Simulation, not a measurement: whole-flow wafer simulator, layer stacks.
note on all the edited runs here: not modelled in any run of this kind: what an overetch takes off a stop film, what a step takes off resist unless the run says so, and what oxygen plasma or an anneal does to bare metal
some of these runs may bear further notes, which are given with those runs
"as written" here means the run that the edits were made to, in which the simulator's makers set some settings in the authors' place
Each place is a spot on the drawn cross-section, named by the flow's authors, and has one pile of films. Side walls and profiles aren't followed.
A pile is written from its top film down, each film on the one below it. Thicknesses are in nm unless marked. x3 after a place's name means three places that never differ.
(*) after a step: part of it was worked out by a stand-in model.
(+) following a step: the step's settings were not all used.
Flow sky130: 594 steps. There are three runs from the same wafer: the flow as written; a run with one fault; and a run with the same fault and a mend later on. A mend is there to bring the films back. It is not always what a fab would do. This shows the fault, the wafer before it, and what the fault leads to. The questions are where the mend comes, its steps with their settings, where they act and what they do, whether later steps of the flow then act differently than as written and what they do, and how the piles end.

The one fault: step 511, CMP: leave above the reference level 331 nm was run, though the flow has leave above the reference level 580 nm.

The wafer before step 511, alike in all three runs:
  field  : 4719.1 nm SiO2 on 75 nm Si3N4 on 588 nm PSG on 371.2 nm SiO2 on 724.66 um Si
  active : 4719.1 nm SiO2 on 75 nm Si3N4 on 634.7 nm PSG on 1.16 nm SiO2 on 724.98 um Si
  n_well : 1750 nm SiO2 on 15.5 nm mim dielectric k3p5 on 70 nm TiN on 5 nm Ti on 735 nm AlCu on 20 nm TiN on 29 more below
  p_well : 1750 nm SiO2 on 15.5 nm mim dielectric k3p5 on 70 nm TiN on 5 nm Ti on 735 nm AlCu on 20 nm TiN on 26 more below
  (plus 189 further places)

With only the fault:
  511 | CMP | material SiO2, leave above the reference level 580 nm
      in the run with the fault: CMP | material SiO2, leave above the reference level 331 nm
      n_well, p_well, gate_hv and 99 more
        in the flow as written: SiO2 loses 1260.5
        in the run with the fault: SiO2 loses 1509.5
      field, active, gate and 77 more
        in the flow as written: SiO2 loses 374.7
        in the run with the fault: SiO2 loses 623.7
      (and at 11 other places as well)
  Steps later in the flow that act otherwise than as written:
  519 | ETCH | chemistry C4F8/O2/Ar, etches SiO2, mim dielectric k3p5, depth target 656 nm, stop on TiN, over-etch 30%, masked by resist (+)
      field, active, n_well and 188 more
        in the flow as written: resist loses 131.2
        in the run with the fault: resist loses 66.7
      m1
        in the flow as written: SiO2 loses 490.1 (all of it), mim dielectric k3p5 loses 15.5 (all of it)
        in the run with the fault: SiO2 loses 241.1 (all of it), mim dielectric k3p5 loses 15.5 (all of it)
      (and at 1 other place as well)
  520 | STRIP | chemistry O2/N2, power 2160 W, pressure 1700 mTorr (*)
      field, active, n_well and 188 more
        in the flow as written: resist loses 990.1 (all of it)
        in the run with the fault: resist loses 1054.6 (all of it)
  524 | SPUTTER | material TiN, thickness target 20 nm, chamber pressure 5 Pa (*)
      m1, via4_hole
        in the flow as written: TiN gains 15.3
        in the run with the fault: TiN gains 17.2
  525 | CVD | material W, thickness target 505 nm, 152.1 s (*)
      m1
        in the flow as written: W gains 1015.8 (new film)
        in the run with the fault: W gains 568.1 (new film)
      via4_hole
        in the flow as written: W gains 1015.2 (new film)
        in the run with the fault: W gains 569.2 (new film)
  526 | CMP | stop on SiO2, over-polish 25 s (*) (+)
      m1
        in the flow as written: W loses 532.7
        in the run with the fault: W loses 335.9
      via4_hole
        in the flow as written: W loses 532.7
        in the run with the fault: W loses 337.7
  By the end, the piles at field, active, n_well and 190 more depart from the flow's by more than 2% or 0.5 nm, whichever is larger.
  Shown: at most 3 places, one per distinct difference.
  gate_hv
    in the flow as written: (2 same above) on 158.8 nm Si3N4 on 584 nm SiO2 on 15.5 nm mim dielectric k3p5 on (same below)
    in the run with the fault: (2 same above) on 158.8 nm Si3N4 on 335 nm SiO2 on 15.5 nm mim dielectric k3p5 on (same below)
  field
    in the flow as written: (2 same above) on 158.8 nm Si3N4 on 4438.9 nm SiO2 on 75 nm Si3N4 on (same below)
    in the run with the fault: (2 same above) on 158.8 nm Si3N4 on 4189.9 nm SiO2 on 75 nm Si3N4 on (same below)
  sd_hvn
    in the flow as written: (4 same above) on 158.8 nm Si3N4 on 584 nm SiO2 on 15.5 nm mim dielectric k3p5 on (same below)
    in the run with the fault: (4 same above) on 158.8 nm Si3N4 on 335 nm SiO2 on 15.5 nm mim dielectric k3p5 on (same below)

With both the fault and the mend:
  After step 511 comes the mend.
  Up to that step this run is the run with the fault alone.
  511a | HDPCVD | thickness target 249 nm (*) (the flow's step 510, run once more with other settings)
      field, active, n_well and 190 more
        SiO2 gains 249
  Later steps of the flow that are run all act as written at every place that is followed.
  By the end, the piles equal the flow's at every place that both follow.
